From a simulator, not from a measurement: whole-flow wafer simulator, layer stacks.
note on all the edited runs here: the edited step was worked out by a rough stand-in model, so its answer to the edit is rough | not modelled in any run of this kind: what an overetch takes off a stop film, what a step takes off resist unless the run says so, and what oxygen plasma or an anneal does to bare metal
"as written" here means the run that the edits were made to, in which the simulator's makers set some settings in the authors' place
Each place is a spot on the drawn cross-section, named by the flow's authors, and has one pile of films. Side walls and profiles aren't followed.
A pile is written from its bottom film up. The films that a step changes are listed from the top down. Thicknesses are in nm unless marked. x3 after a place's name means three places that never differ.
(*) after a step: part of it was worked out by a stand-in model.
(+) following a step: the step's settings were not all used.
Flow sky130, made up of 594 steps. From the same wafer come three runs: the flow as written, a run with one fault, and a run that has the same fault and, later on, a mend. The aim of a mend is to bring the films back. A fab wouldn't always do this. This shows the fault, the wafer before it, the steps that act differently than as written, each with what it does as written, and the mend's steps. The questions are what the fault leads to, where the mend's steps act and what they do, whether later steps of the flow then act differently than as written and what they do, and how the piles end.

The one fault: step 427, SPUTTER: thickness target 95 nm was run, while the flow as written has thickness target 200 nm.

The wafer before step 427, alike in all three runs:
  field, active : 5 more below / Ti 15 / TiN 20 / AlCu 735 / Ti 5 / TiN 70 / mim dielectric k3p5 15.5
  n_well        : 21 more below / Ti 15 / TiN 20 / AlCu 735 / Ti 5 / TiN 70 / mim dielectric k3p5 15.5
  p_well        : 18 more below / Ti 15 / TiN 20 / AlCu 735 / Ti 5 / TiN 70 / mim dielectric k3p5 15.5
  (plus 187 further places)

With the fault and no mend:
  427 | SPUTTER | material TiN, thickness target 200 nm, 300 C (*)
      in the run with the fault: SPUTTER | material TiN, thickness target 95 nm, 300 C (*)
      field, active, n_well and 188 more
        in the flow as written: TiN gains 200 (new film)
        in the run with the fault: TiN gains 95 (new film)
  Steps further on in the flow that do not act as written (2 other steps are not shown; they differ only slightly, by no more than 2% or 0.5 nm, whichever is larger):
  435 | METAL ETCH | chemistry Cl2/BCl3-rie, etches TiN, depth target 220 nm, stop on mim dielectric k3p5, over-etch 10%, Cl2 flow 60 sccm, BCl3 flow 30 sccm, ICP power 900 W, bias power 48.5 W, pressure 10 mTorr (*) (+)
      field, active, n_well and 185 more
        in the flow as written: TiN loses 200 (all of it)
        in the run with the fault: TiN loses 95 (all of it)
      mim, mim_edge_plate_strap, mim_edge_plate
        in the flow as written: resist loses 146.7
        in the run with the fault: resist loses 69.7
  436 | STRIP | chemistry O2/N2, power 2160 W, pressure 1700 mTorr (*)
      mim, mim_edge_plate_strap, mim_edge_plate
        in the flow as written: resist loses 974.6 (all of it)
        in the run with the fault: resist loses 1051.6 (all of it)
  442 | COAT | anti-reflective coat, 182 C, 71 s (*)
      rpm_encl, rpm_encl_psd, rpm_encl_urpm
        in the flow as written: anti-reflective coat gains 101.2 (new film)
        in the run with the fault: anti-reflective coat gains 98.5 (new film)
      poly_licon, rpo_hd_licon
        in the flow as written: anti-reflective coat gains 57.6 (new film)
        in the run with the fault: anti-reflective coat gains 81.8 (new film)
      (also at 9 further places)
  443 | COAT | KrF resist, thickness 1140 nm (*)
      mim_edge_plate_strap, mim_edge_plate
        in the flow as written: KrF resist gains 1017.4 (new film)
        in the run with the fault: KrF resist gains 1122.4 (new film)
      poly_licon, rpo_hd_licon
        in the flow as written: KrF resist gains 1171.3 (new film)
        in the run with the fault: KrF resist gains 1143.9 (new film)
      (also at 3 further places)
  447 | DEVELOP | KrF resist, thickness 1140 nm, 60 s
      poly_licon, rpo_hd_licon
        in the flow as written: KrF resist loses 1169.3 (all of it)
        in the run with the fault: KrF resist loses 1142 (all of it)
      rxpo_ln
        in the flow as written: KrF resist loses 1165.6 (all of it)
        in the run with the fault: KrF resist loses 1137.1 (all of it)
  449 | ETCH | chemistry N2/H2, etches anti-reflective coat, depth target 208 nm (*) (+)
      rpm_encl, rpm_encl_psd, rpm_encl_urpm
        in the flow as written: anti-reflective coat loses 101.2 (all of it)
        in the run with the fault: anti-reflective coat loses 98.5 (all of it)
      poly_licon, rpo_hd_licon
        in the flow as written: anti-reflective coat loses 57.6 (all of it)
        in the run with the fault: anti-reflective coat loses 81.8 (all of it)
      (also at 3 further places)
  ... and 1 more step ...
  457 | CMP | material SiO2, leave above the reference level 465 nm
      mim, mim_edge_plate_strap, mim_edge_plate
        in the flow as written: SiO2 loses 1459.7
        in the run with the fault: SiO2 loses 1354.7
  By the end, the piles at mim, mim_edge_plate_strap, mim_edge_plate depart from the flow's by more than 2% or 0.5 nm, whichever is larger.
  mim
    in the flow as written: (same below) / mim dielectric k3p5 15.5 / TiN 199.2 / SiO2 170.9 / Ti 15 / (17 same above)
    in the run with the fault: (same below) / mim dielectric k3p5 15.5 / TiN 94.2 / SiO2 275.9 / Ti 15 / (17 same above)
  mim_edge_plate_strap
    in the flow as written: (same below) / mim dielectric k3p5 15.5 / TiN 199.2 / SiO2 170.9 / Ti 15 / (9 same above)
    in the run with the fault: (same below) / mim dielectric k3p5 15.5 / TiN 94.2 / SiO2 275.9 / Ti 15 / (9 same above)
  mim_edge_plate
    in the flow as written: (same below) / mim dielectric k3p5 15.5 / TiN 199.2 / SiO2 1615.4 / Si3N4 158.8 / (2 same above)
    in the run with the fault: (same below) / mim dielectric k3p5 15.5 / TiN 94.2 / SiO2 1720.4 / Si3N4 158.8 / (2 same above)

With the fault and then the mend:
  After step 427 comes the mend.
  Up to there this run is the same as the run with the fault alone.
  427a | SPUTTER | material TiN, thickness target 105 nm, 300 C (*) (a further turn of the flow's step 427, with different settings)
      field, active, n_well and 188 more
        TiN gains 105
  None of the later steps of the flow acts differently than as written at any place that is followed.
  By the end, the piles equal the flow's at every place that both follow.
